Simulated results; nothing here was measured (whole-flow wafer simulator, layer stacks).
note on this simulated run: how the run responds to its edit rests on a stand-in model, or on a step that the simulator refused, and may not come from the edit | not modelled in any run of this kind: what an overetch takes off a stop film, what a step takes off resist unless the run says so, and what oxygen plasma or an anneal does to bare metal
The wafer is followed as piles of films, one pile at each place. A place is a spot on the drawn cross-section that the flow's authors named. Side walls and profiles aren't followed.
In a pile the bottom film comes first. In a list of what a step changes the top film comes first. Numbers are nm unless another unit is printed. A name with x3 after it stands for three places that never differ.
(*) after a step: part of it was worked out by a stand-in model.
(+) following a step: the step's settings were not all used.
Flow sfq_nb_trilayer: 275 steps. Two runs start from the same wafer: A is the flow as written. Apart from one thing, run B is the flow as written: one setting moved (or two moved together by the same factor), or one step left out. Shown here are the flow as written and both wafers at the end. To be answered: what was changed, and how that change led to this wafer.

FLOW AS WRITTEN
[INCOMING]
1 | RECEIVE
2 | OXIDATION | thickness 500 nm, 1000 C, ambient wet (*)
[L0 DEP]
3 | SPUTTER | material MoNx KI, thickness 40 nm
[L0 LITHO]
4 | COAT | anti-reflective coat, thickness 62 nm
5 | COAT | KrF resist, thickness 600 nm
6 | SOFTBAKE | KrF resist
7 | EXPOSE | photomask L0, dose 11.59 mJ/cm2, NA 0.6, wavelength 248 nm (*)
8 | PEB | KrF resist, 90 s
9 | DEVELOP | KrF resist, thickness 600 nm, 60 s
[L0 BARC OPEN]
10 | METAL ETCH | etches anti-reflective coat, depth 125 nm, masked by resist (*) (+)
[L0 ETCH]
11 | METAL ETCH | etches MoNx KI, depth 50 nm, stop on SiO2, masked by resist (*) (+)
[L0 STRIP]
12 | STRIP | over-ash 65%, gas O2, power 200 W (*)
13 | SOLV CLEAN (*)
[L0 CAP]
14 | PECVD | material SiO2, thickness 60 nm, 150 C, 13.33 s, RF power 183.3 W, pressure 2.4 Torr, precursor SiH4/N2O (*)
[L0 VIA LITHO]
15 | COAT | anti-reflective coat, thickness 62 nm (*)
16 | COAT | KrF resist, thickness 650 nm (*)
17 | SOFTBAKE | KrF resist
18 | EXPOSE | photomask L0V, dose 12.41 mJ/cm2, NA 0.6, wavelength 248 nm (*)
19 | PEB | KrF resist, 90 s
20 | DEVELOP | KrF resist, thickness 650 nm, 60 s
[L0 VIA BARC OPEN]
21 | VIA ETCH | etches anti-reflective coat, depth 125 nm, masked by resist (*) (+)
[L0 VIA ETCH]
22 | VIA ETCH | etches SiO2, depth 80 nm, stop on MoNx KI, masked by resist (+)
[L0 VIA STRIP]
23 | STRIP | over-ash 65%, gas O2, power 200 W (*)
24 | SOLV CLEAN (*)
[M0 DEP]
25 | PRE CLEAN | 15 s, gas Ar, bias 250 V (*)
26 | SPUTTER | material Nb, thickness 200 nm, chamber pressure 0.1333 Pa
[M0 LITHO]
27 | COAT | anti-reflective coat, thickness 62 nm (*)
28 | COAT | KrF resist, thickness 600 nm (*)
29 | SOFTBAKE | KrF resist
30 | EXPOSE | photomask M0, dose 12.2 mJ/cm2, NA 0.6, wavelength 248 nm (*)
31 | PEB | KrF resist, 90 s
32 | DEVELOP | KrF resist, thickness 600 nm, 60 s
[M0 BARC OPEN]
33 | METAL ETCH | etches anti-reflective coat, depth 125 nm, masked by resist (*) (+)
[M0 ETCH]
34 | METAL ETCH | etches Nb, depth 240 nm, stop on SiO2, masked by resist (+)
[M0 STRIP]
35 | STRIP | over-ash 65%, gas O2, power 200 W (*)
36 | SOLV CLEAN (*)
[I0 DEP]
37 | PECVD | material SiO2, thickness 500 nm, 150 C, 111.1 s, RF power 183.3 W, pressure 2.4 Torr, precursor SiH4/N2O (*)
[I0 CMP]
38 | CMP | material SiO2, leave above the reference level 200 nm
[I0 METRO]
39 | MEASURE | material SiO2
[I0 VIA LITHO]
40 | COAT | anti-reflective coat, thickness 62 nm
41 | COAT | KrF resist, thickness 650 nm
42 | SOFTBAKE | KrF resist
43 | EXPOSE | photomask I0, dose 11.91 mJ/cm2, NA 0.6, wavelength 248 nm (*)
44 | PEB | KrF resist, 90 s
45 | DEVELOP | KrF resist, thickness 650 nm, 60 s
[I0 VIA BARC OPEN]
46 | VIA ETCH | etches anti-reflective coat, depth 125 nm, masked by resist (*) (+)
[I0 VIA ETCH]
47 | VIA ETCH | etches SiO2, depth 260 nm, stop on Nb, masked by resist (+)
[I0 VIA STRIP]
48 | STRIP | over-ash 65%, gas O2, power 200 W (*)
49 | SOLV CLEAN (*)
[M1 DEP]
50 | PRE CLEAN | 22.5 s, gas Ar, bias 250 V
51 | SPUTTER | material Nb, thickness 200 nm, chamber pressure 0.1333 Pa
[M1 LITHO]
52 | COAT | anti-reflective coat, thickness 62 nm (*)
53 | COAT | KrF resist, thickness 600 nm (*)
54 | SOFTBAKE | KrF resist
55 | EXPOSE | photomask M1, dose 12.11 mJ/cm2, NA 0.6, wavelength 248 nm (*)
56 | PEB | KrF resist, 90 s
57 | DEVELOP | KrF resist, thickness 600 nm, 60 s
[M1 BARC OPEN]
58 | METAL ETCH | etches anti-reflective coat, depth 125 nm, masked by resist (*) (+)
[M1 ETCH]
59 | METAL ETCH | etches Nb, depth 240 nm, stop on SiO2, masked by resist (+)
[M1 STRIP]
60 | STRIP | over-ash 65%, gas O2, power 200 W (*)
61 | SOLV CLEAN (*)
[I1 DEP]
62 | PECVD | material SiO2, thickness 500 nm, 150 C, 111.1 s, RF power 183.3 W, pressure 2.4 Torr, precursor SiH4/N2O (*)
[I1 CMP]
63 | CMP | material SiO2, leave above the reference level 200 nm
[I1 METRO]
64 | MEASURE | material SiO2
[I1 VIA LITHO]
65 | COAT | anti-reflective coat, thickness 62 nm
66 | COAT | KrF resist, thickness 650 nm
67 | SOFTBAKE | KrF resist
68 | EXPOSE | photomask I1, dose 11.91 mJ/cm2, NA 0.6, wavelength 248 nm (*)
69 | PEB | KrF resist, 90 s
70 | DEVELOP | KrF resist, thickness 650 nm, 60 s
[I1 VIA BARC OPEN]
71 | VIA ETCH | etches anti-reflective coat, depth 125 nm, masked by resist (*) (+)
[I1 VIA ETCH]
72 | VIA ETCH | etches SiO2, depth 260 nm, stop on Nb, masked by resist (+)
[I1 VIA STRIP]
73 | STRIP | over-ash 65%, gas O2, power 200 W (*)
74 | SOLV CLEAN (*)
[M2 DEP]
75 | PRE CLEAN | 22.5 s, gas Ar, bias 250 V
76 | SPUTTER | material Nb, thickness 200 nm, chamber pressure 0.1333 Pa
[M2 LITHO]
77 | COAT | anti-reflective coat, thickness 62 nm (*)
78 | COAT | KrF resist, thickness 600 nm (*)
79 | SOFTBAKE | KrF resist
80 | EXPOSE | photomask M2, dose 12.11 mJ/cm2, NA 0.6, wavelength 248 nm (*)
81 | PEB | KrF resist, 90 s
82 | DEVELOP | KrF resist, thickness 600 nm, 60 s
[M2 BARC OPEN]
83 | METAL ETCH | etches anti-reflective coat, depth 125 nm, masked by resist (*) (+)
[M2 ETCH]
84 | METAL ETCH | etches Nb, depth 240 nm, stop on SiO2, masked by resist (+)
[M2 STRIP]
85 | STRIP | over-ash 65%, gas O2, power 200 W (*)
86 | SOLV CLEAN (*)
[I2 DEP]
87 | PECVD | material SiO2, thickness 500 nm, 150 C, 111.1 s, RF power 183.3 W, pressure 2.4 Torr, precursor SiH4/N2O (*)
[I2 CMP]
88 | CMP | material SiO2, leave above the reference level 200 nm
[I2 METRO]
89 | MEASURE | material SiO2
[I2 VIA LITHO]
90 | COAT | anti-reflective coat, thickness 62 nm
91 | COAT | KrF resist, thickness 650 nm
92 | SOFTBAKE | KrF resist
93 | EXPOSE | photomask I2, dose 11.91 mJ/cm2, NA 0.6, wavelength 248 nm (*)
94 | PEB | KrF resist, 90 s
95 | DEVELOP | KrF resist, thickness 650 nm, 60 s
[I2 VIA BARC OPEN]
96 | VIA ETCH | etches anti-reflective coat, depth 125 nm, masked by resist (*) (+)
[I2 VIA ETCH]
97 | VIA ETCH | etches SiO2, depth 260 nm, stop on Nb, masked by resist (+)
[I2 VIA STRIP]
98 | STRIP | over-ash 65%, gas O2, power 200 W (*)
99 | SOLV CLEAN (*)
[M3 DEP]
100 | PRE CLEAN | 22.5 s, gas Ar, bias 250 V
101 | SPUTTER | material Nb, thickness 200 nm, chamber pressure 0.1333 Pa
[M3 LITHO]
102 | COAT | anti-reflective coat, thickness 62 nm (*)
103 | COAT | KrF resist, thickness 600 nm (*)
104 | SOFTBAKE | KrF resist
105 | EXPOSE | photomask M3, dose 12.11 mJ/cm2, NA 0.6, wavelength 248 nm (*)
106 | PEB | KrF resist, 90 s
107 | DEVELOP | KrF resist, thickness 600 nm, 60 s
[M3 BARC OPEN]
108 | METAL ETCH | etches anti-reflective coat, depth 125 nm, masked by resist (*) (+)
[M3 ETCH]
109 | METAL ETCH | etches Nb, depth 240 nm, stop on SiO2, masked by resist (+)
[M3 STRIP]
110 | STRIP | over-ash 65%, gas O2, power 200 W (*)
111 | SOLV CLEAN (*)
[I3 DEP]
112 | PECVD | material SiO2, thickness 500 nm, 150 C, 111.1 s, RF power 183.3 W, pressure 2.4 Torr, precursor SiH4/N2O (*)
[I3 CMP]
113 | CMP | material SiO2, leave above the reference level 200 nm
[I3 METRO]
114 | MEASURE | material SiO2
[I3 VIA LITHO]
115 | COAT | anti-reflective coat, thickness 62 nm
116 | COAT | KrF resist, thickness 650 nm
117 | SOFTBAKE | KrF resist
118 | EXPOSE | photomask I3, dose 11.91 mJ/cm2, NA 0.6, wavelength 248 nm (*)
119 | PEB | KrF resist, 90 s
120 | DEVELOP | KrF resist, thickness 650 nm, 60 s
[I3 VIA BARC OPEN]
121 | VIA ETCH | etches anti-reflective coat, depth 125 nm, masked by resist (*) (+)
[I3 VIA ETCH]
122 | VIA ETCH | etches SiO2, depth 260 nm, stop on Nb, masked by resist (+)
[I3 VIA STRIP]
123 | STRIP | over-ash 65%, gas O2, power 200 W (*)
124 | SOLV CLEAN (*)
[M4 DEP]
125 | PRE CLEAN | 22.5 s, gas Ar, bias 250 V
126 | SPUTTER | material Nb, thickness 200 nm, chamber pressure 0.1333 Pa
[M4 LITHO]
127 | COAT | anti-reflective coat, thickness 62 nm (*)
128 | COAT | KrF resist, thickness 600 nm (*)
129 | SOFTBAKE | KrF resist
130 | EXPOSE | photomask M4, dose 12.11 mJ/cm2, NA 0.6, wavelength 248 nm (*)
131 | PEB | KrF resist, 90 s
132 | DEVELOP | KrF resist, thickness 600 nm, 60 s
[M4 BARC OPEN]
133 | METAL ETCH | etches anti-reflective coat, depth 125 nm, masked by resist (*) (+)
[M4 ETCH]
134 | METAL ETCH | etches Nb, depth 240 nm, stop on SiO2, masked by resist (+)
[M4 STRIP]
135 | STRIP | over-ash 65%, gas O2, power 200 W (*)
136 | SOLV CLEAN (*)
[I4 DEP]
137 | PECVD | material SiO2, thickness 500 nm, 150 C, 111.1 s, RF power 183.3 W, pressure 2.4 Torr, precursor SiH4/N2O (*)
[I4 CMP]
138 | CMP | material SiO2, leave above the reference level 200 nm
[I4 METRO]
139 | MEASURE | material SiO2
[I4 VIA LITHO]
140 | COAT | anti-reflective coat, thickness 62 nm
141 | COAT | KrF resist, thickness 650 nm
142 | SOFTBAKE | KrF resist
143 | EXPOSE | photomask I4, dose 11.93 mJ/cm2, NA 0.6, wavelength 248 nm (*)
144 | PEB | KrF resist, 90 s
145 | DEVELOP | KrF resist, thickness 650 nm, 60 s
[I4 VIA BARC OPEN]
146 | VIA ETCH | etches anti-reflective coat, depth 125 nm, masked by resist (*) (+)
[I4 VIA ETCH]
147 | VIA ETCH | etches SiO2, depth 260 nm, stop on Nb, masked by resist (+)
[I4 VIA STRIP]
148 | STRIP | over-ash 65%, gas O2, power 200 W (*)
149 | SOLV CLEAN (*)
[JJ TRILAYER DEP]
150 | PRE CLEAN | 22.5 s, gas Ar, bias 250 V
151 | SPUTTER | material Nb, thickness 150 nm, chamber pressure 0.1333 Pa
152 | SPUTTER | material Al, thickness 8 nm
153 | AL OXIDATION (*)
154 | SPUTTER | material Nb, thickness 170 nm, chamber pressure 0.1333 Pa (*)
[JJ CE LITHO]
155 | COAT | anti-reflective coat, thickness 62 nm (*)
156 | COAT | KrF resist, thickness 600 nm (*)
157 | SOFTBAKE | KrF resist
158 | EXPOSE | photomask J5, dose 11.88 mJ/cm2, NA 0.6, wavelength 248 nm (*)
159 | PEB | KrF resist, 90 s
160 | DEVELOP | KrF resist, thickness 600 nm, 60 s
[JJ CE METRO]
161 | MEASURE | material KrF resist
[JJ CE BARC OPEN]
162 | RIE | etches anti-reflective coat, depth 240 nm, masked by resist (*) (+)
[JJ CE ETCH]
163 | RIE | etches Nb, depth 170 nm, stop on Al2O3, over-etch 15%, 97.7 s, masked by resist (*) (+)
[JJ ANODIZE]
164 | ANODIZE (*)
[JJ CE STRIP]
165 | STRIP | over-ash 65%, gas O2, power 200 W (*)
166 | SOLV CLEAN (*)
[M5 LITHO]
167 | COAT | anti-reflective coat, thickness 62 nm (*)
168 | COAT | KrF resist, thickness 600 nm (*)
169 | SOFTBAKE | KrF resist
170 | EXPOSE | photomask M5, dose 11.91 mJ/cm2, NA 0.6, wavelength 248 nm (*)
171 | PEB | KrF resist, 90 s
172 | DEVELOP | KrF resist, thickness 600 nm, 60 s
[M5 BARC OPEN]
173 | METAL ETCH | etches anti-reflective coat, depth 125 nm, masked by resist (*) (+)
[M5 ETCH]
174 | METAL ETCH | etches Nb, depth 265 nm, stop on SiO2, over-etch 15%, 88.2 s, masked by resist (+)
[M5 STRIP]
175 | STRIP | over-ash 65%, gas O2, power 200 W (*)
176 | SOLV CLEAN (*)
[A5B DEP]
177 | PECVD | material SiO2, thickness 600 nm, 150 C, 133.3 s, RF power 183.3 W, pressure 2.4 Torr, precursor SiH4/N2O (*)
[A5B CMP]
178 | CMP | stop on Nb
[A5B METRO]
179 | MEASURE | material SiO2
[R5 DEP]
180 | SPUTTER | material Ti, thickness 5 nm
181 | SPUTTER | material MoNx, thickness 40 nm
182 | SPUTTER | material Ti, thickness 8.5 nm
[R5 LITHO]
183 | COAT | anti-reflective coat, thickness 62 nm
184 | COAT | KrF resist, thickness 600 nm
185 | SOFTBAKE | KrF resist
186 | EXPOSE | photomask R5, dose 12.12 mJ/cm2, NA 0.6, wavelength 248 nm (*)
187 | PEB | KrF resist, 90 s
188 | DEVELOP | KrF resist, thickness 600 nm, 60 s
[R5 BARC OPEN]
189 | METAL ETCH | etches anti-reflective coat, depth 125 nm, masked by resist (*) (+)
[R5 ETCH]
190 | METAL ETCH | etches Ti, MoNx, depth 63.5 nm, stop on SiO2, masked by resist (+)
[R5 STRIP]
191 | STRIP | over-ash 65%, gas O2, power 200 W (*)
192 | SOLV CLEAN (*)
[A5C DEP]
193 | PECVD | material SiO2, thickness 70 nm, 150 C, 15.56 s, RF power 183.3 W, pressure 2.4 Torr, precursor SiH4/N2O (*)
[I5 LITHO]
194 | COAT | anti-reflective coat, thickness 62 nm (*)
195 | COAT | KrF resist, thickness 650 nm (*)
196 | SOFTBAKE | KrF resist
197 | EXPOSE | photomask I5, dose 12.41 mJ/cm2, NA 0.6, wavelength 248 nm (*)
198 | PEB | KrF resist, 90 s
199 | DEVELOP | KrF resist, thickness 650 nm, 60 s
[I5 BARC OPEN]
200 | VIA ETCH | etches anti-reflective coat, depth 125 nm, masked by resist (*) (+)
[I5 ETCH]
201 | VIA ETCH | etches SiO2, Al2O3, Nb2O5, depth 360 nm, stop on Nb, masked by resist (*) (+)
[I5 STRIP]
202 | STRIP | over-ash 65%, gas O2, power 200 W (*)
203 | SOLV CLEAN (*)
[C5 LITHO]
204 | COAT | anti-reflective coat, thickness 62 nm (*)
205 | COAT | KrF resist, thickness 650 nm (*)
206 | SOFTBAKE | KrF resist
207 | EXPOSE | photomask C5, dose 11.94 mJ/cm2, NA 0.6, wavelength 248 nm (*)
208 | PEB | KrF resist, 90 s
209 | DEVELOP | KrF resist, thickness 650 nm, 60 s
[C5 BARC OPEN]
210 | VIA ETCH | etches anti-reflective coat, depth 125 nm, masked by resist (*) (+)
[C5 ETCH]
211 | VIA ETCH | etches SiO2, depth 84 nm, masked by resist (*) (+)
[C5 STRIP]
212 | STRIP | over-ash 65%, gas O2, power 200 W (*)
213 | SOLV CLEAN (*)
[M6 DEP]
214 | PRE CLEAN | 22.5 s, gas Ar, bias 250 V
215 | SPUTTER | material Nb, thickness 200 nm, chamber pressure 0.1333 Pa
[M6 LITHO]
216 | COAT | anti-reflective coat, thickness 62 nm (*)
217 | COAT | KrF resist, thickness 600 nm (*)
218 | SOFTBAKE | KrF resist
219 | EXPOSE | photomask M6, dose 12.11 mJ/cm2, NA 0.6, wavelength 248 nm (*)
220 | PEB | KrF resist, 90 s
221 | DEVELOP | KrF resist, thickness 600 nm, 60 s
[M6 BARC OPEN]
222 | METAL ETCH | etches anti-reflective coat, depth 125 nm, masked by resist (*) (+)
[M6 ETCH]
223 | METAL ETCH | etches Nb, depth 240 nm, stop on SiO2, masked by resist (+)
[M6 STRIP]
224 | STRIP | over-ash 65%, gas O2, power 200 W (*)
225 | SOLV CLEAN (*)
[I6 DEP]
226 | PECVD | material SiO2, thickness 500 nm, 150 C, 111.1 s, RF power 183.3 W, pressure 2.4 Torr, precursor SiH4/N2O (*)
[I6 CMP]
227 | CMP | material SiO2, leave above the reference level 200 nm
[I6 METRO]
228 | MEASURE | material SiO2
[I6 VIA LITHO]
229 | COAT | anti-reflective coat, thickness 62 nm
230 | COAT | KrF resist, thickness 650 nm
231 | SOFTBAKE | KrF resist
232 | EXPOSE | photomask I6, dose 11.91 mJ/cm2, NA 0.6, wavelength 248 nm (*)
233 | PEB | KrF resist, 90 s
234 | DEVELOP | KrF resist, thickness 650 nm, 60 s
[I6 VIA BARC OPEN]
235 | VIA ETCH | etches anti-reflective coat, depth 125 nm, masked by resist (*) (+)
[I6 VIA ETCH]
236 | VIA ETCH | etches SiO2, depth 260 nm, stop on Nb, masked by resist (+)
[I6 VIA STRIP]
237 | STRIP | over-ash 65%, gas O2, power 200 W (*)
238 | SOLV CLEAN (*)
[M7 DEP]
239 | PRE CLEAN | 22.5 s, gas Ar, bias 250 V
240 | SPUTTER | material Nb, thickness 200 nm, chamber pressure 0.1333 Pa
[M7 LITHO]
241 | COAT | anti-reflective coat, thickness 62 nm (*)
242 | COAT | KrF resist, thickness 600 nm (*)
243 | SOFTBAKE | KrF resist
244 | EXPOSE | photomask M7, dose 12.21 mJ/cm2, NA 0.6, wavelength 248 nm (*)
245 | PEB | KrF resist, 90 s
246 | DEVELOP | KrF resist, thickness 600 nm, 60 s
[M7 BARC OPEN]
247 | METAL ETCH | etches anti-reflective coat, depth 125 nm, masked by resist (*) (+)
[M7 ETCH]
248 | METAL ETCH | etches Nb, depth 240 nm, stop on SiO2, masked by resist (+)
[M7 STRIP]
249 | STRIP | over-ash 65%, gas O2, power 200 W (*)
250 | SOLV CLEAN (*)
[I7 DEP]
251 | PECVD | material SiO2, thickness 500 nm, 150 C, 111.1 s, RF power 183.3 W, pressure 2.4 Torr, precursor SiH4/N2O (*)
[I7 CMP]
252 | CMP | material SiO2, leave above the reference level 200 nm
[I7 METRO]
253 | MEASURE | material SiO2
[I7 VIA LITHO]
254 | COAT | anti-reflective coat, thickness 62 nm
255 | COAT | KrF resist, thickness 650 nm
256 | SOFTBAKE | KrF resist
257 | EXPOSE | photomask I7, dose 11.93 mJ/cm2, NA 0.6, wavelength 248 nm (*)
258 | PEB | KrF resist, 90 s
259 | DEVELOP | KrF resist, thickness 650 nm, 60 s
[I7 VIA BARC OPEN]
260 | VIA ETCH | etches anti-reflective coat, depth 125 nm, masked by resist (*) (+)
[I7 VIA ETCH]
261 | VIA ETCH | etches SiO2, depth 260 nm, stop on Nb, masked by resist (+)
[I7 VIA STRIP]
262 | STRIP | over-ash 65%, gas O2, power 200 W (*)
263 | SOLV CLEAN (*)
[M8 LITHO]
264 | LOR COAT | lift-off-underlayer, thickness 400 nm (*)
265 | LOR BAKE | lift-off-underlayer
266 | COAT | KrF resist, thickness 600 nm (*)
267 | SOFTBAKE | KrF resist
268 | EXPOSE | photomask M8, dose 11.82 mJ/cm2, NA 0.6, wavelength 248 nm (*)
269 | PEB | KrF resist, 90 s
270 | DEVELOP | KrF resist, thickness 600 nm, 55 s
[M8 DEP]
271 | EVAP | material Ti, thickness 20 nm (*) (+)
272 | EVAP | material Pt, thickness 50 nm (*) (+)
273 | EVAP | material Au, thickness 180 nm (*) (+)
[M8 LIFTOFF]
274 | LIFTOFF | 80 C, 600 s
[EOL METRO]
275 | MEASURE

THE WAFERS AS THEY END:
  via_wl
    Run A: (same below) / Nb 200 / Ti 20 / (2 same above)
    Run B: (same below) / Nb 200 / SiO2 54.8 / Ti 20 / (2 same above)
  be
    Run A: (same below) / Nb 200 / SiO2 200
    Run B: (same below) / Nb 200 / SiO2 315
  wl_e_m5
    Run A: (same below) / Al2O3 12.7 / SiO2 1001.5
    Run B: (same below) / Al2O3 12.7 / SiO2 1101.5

Cause: step 252, CMP: leave above the reference level 315 nm was run, though the flow has leave above the reference level 200 nm.
One can read it off the wafer: be has SiO2 315, and step 252 as written asks for 200 nm.

The path from the change to this, step by step:
  252 | CMP | material SiO2, leave above the reference level 200 nm
      field_l, p4_fl, p4_fm and 56 more: A SiO2 loses 100 | B nothing
      field_r, lsp_l: A SiO2 loses 77.7 | B nothing
      (and at 45 other places as well)
  254 | COAT | anti-reflective coat, thickness 62 nm
      wl_e_sr, m0r_space_l, m6r_space_l: A anti-reflective coat gains 62 (new film) | B anti-reflective coat gains 64.1 (new film)
      l0r_line_l, m5r_space_l, m5r_space_r: A anti-reflective coat gains 62 (new film) | B anti-reflective coat gains 63.3 (new film)
      (and at 23 other places as well)
  255 | COAT | KrF resist, thickness 650 nm
      lsp_l: A KrF resist gains 650 (new film) | B KrF resist gains 665.5 (new film)
  261 | VIA ETCH | etches SiO2, depth 260 nm, stop on Nb, masked by resist (+)
      via_wl, via_w, via_wr: A SiO2 loses 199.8 (all of it) | B SiO2 loses 260
  262 | STRIP | over-ash 65%, gas O2, power 200 W (*)
      m0r_space_l, m6r_space_l: A KrF resist loses 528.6 (all of it), anti-reflective coat loses 62 (all of it) | B KrF resist loses 530.9 (all of it), anti-reflective coat loses 64.1 (all of it)
      m0r_space_r, m6r_space_r: A KrF resist loses 528.6 (all of it), anti-reflective coat loses 62 (all of it) | B KrF resist loses 530.8 (all of it), anti-reflective coat loses 64.2 (all of it)
      (and at 25 other places as well)
  264 | LOR COAT | lift-off-underlayer, thickness 400 nm (*)
      v_sur: A lift-off-underlayer gains 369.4 (new film) | B lift-off-underlayer gains 357.3 (new film)
      via_wl: A lift-off-underlayer gains 549.8 (new film) | B lift-off-underlayer gains 589.9 (new film)
      (and at 9 other places as well)
  270 | DEVELOP | KrF resist, thickness 600 nm, 55 s
      v_sur: A KrF resist loses 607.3 (all of it), lift-off-underlayer loses 369.4 (all of it) | B KrF resist loses 606.7 (all of it), lift-off-underlayer loses 357.3 (all of it)
      via_wl: A KrF resist loses 623.9 (all of it), lift-off-underlayer loses 549.8 (all of it) | B KrF resist loses 630.6 (all of it), lift-off-underlayer loses 589.9 (all of it)
      (and at 3 other places as well)
  274 | LIFTOFF | 80 C, 600 s
      field_r: A Au loses 180 (all of it), Pt loses 50 (all of it), Ti loses 20 (all of it), KrF resist loses 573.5 (all of it), lift-off-underlayer loses 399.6 (all of it) | B Au loses 180 (all of it), Pt loses 50 (all of it), Ti loses 20 (all of it), KrF resist loses 577 (all of it), lift-off-underlayer loses 423.1 (all of it)
      lsp_l: A Au loses 180 (all of it), Pt loses 50 (all of it), Ti loses 20 (all of it), KrF resist loses 573.4 (all of it), lift-off-underlayer loses 399.6 (all of it) | B Au loses 180 (all of it), Pt loses 50 (all of it), Ti loses 20 (all of it), KrF resist loses 577.9 (all of it), lift-off-underlayer loses 421.7 (all of it)
      (and at 4 other places as well)
Taking metal films that touch as one body, via_wl has 8 bodies (between them, from the top down: SiO2 54.8; SiO2 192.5; SiO2 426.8 / Al2O3 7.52 / Nb2O5 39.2; SiO2 192.5; SiO2 192.5; SiO2 192.5; SiO2 192.5); the flow as written gives 7 bodies (between them, from the top down: SiO2 192.5; SiO2 426.8 / Al2O3 7.52 / Nb2O5 39.2; SiO2 192.5; SiO2 192.5; SiO2 192.5; SiO2 192.5).
